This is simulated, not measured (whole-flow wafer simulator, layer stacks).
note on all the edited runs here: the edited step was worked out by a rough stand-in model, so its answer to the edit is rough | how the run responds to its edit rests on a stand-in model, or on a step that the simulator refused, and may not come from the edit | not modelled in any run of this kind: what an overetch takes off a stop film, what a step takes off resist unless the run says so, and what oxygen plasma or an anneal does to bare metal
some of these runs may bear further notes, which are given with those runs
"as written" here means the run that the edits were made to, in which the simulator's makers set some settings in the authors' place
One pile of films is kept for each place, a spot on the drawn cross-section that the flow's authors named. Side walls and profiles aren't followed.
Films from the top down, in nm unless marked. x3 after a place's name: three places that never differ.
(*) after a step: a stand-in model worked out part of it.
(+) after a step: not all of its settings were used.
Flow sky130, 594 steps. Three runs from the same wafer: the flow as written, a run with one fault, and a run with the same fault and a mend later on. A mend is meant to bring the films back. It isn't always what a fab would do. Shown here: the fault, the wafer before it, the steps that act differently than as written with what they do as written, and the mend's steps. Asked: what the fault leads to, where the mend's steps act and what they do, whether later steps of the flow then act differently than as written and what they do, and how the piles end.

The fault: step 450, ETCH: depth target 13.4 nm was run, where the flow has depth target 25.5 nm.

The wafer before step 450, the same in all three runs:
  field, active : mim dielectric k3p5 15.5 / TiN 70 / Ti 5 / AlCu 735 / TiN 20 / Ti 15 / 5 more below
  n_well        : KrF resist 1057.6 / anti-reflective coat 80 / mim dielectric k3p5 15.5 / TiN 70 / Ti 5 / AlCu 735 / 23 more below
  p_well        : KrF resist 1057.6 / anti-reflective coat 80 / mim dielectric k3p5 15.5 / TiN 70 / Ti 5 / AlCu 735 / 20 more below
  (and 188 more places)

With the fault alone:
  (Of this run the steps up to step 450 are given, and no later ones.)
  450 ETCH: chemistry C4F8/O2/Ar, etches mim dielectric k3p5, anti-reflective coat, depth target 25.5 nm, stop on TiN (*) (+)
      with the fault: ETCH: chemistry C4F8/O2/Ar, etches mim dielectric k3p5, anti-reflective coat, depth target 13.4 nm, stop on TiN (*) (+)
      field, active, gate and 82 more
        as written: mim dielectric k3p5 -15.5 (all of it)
        with the fault: mim dielectric k3p5 -13.4
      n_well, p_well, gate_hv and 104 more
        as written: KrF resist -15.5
        with the fault: KrF resist -8.93
  After step 450 the piles differ from the flow's by more than 2% or 0.5 nm, whichever is larger, at field, active, gate and 82 more.
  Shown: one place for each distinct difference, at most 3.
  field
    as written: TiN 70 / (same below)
    with the fault: mim dielectric k3p5 2.1 / TiN 70 / (same below)

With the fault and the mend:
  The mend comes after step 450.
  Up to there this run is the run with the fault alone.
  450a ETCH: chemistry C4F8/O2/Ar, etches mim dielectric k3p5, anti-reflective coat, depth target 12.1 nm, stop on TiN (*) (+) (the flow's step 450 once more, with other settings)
      n_well, p_well, gate_hv and 104 more
        KrF resist -2.1
      field, active, gate and 82 more
        mim dielectric k3p5 -2.1 (all of it)
  No later step of the flow acts differently than as written, at any place that is followed, by more than 2% or 0.5 nm, whichever is larger.
  At the end the piles are the same as the flow's at every place that both follow.
